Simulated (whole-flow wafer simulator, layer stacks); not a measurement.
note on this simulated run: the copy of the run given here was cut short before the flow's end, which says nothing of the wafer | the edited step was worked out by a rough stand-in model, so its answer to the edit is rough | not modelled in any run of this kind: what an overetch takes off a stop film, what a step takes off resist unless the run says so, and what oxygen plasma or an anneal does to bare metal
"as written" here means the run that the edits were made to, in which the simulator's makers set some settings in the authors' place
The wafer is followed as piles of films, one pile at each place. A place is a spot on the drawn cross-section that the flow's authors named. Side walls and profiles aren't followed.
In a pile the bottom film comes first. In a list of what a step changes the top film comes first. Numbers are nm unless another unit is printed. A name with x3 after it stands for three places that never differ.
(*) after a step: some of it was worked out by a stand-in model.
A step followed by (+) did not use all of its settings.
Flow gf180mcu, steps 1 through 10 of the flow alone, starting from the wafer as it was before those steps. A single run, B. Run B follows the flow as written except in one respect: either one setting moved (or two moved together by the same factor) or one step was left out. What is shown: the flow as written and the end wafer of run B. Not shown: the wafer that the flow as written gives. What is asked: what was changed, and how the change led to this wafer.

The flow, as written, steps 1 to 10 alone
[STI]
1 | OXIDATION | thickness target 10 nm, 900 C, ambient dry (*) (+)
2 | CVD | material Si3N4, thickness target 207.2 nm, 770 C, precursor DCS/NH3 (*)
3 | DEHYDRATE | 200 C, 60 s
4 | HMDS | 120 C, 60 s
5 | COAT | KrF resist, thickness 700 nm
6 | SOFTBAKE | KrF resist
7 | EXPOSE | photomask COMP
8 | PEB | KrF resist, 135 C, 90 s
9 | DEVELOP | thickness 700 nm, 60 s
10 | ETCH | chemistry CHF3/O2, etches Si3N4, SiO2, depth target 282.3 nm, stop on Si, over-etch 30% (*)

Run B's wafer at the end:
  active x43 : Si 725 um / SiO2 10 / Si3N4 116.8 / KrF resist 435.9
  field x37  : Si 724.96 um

What caused this: step 2, CVD: 736 C was run, though the flow has 770 C.

How this came from the change, step by step:
  2 | CVD | material Si3N4, thickness target 207.2 nm, 770 C, precursor DCS/NH3 (*)
      field x37, active x43: Si3N4 gains 116.8 (new film) (it would be, as written: Si3N4 gains 207.2 (new film))
  10 | ETCH | chemistry CHF3/O2, etches Si3N4, SiO2, depth target 282.3 nm, stop on Si, over-etch 30% (*)
      field x37: Si3N4 loses 116.8 (all of it), SiO2 loses 10 (all of it), Si loses 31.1 (it would be, as written: Si3N4 loses 207.2 (all of it), SiO2 loses 10 (all of it), Si loses 13)
